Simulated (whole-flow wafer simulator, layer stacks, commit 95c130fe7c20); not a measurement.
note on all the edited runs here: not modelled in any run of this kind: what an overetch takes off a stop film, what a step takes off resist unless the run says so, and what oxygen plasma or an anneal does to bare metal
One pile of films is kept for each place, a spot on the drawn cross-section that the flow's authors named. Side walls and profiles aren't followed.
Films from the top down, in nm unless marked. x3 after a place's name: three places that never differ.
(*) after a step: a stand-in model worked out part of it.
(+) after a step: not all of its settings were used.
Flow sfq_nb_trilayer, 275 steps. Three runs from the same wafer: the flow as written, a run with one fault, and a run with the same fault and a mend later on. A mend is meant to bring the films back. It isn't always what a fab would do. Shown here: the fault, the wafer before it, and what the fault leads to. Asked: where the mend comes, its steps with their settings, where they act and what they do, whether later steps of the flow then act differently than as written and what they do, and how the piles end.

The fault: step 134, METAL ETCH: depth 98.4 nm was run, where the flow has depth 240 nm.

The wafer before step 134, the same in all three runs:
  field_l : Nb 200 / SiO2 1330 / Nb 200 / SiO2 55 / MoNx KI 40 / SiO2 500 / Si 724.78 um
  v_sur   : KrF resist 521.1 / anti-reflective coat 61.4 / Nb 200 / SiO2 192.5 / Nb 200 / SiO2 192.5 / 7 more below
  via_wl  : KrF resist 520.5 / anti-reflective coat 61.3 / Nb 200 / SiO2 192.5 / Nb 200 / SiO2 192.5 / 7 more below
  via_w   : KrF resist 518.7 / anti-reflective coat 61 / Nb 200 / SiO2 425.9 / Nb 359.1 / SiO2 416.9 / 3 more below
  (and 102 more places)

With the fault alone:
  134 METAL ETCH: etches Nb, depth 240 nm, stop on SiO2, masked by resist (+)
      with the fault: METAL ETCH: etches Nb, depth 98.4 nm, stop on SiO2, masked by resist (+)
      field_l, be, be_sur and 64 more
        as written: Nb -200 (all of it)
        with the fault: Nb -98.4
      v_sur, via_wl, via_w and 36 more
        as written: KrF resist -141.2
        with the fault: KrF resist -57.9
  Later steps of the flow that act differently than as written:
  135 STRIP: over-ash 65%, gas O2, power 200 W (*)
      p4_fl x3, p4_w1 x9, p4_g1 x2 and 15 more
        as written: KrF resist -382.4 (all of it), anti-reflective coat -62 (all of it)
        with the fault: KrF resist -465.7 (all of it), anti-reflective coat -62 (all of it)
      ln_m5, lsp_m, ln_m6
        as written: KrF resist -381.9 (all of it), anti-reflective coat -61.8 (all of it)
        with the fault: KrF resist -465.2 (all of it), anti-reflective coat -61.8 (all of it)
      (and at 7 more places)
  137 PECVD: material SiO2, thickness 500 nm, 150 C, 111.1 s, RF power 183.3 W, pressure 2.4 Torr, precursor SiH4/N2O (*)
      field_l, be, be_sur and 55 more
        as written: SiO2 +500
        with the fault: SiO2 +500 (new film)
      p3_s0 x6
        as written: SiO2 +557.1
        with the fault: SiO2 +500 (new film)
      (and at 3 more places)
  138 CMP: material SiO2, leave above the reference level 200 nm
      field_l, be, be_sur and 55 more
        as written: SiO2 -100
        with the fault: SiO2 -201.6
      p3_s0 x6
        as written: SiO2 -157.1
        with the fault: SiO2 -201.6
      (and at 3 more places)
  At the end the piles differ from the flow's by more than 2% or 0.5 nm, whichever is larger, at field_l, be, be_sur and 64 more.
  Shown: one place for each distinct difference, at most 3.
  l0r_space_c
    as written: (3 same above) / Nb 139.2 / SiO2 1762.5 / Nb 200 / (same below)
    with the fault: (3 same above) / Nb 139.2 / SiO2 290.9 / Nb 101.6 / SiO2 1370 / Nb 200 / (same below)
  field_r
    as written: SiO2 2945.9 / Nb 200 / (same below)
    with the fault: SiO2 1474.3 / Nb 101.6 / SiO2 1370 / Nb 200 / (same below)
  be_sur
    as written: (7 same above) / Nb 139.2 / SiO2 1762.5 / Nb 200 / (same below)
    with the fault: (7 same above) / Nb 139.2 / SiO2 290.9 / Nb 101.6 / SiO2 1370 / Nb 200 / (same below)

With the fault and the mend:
  The mend comes after step 134.
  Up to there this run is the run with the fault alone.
  134a METAL ETCH: etches Nb, depth 141.6 nm, stop on SiO2, masked by resist (+) (the flow's step 134 once more, with other settings)
      field_l, be, be_sur and 64 more
        Nb -101.6 (all of it)
      v_sur, via_wl, via_w and 36 more
        KrF resist -83.3
  No later step of the flow acts differently than as written at any place that is followed.
  At the end the piles are the same as the flow's at every place that both follow.
